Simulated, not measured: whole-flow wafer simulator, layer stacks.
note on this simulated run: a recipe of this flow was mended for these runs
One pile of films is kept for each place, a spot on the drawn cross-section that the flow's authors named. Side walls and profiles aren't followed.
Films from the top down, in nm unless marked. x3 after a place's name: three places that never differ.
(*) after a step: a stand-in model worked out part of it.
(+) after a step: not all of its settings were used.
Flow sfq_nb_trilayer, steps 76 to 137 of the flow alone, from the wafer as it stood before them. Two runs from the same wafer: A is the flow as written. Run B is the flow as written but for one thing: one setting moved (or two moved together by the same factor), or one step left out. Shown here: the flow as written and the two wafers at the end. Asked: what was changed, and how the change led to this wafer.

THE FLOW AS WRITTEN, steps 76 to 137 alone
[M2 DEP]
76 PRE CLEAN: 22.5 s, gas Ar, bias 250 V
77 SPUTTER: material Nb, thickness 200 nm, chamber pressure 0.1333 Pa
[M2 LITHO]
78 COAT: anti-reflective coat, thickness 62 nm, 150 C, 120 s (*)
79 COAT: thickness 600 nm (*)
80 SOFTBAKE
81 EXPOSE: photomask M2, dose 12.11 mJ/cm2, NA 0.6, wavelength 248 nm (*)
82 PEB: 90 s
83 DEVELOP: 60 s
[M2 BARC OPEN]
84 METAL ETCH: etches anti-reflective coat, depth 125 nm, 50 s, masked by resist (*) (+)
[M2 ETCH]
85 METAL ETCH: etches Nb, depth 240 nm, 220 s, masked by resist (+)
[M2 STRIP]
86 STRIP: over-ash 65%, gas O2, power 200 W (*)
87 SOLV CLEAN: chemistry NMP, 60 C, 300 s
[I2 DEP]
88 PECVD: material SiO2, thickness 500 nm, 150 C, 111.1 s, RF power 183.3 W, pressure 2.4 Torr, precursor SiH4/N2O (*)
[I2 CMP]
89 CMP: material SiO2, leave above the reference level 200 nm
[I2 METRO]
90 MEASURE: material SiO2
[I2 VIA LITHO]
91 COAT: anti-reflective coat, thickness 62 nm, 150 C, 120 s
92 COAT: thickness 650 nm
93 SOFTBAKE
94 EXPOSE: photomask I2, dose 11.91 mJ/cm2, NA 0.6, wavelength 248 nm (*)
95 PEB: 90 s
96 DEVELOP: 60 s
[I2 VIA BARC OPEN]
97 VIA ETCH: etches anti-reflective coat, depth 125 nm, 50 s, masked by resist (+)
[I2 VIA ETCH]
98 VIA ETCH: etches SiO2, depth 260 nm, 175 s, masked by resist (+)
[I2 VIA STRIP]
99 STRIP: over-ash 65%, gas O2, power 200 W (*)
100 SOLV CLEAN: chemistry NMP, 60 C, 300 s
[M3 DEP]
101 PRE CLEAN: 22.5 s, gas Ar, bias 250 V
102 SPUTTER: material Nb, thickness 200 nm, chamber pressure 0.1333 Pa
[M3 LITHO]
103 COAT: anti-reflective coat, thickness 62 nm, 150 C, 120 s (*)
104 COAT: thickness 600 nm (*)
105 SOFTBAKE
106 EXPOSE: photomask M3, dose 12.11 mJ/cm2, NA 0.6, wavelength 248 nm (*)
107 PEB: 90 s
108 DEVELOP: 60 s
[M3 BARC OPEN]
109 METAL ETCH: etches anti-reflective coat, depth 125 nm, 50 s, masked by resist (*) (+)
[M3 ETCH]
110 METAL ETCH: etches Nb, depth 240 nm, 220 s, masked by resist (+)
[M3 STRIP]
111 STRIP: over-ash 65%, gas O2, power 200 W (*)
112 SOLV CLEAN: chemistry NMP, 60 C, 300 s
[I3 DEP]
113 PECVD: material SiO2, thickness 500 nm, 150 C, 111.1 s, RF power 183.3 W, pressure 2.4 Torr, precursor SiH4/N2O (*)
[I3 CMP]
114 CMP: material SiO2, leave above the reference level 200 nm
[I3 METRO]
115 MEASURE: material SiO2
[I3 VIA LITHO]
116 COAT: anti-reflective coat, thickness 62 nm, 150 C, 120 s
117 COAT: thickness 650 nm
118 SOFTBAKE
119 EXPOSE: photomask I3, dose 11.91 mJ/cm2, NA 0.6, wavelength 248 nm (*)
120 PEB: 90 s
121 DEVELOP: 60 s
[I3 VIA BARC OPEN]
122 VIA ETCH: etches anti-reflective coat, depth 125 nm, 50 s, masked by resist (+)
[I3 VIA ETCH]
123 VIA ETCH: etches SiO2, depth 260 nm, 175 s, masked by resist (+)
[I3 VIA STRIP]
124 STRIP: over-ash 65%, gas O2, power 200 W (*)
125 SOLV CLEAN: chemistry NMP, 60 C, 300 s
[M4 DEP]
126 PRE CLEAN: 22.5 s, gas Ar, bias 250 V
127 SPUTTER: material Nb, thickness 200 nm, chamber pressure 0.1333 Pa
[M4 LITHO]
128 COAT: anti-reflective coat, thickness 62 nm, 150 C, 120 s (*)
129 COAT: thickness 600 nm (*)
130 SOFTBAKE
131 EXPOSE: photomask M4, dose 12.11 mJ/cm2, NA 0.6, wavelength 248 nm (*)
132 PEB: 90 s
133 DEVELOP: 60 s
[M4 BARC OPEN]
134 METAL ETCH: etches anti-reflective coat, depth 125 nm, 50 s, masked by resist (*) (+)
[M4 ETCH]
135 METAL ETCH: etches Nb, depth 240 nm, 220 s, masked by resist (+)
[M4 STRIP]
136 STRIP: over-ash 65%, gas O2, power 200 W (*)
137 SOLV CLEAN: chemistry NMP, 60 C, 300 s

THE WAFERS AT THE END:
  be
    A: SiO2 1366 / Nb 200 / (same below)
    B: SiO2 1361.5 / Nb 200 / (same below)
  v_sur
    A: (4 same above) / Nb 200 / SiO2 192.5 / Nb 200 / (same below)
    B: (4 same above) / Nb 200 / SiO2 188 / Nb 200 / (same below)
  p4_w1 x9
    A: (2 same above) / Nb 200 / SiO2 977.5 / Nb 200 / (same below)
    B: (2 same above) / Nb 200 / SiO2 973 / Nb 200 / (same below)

The cause: step 76, PRE CLEAN: 36 s was run, where the flow has 22.5 s.

How the change led to this, step by step:
  76 PRE CLEAN: 22.5 s, gas Ar, bias 250 V
      field_l, v_sur, via_wl and 102 more: A SiO2 -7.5 | B SiO2 -12
      via_v: A Nb -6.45 | B Nb -10.8
